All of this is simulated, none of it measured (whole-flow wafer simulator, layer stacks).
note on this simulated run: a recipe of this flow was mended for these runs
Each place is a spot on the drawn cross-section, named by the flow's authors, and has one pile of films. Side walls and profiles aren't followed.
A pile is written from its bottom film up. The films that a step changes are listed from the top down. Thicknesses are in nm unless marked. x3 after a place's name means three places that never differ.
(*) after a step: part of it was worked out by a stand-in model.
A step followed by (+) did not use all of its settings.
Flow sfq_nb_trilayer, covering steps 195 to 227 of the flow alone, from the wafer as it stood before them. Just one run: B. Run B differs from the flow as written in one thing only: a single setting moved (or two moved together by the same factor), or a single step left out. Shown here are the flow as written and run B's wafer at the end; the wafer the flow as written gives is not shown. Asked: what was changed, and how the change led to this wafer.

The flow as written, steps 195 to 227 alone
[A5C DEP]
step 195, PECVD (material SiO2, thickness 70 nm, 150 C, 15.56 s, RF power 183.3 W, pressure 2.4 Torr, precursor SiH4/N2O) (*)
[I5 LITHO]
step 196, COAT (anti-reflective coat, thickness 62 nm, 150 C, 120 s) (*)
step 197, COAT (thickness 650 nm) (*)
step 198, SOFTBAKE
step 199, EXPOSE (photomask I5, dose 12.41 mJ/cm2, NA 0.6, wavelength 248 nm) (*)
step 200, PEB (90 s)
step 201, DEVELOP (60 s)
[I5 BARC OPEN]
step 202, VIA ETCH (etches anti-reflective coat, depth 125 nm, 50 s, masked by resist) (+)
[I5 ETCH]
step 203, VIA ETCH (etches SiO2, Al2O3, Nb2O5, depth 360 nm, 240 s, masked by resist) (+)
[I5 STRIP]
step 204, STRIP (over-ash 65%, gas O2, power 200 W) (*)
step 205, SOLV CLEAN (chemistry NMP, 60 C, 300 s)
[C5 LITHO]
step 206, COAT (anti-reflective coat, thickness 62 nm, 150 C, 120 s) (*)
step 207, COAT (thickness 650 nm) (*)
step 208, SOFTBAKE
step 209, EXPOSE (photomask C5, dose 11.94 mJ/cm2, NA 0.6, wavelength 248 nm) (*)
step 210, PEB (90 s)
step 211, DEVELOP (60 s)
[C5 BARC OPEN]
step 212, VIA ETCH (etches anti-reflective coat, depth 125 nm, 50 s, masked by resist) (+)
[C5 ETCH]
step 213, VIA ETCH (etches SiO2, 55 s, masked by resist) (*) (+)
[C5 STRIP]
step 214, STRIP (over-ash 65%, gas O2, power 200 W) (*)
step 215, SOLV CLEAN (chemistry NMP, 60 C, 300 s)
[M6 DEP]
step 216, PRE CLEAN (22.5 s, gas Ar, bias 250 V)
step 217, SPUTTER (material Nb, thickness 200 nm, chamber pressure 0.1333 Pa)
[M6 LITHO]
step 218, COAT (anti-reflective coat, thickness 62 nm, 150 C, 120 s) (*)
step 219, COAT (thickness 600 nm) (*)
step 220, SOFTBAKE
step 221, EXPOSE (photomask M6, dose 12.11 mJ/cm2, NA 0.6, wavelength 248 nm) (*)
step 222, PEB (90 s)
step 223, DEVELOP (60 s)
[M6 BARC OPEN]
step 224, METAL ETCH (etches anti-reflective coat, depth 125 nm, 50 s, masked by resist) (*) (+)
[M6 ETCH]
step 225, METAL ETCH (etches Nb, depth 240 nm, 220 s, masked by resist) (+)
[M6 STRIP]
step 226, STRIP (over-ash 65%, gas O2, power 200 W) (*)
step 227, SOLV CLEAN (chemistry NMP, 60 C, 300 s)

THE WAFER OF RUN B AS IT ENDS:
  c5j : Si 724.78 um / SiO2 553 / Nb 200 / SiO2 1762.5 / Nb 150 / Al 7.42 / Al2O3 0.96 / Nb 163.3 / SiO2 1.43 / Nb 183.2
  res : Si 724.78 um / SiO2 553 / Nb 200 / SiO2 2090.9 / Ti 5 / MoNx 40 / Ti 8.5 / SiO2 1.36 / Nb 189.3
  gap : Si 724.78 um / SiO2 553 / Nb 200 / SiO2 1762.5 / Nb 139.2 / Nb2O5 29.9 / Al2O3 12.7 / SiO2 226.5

Cause: step 195, PECVD: thickness 93.19 nm was run, though the flow has thickness 70 nm; step 195, PECVD: 20.71 s was run, where the flow has 15.56 s.

The path from the change to this, step by step:
  step 195, PECVD (material SiO2, thickness 70 nm, 150 C, 15.56 s, RF power 183.3 W, pressure 2.4 Torr, precursor SiH4/N2O) (*)
      field_l, v_sur, via_wl and 92 more: +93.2 SiO2 (it would be, as written: +70 SiO2)
      ce_l, c5j, ce_r and 8 more: +93.2 SiO2 (new film) (it would be, as written: +70 SiO2 (new film))
  step 196, COAT (anti-reflective coat, thickness 62 nm, 150 C, 120 s) (*)
      r5r_line_l, r5r_line_c, r5r_line_r: +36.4 anti-reflective coat (new film) (it would be, as written: +35.5 anti-reflective coat (new film))
  step 203, VIA ETCH (etches SiO2, Al2O3, Nb2O5, depth 360 nm, 240 s, masked by resist) (+)
      be: -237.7 SiO2 (all of it), -12.7 Al2O3 (all of it), -29.9 Nb2O5 (all of it), -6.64 Nb (it would be, as written: -214.5 SiO2 (all of it), -12.7 Al2O3 (all of it), -29.9 Nb2O5 (all of it), -8.57 Nb)
  step 204, STRIP (over-ash 65%, gas O2, power 200 W) (*)
      r5r_line_l, r5r_line_c, r5r_line_r: -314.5 KrF-resist-other-grade (all of it), -36.4 anti-reflective coat (all of it) (it would be, as written: -314.5 KrF-resist-other-grade (all of it), -35.5 anti-reflective coat (all of it))
  step 206, COAT (anti-reflective coat, thickness 62 nm, 150 C, 120 s) (*)
      r5r_line_l, r5r_line_c, r5r_line_r: +36.4 anti-reflective coat (new film) (it would be, as written: +35.5 anti-reflective coat (new film))
      be: +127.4 anti-reflective coat (new film) (it would be, as written: +124.3 anti-reflective coat (new film))
  step 213, VIA ETCH (etches SiO2, 55 s, masked by resist) (*) (+)
      c5j: -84 SiO2 (it would be, as written: -69.7 SiO2 (all of it), -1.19 Nb)
      res: -84 SiO2 (it would be, as written: -69.7 SiO2 (all of it), -1.43 Ti)
  step 214, STRIP (over-ash 65%, gas O2, power 200 W) (*)
      r5r_line_l, r5r_line_c, r5r_line_r: -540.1 KrF-resist-other-grade (all of it), -36.4 anti-reflective coat (all of it) (it would be, as written: -540 KrF-resist-other-grade (all of it), -35.5 anti-reflective coat (all of it))
      be: -721.2 KrF-resist-other-grade (all of it), -127.4 anti-reflective coat (all of it) (it would be, as written: -705.8 KrF-resist-other-grade (all of it), -124.3 anti-reflective coat (all of it))
  step 216, PRE CLEAN (22.5 s, gas Ar, bias 250 V)
      c5j: -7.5 SiO2 (it would be, as written: -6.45 Nb)
      res: -7.5 SiO2 (it would be, as written: -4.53 Ti)
  step 217, SPUTTER (material Nb, thickness 200 nm, chamber pressure 0.1333 Pa)
      c5j: +183.2 Nb (new film) (it would be, as written: +188.4 Nb)
      be: +141.1 Nb (it would be, as written: +145.8 Nb)
  step 218, COAT (anti-reflective coat, thickness 62 nm, 150 C, 120 s) (*)
      be: +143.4 anti-reflective coat (new film) (it would be, as written: +139.6 anti-reflective coat (new film))
      jj_sur: +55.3 anti-reflective coat (new film) (it would be, as written: +57.9 anti-reflective coat (new film))
      (also at 7 further places)
  step 219, COAT (thickness 600 nm) (*)
      be: +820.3 KrF-resist-other-grade (new film) (it would be, as written: +795.2 KrF-resist-other-grade (new film))
  step 226, STRIP (over-ash 65%, gas O2, power 200 W) (*)
      be: -584.3 KrF-resist-other-grade (all of it), -143.4 anti-reflective coat (all of it) (it would be, as written: -559.4 KrF-resist-other-grade (all of it), -139.6 anti-reflective coat (all of it))
      jj_sur: -363.6 KrF-resist-other-grade (all of it), -55.3 anti-reflective coat (all of it) (it would be, as written: -361.7 KrF-resist-other-grade (all of it), -57.9 anti-reflective coat (all of it))
      (also at 7 further places)
Taking metal films that touch as one body, c5j has 4 bodies (between them, from the top down: SiO2 1.43; Al2O3 0.96; SiO2 1762.5); the flow as written gives 3 bodies (between them, from the top down: Al2O3 0.96; SiO2 1762.5).
Taking metal films that touch as one body, res has 3 bodies (between them, from the top down: SiO2 1.36; SiO2 2090.9); the flow as written gives 2 bodies (between them, from the top down: SiO2 2090.9).
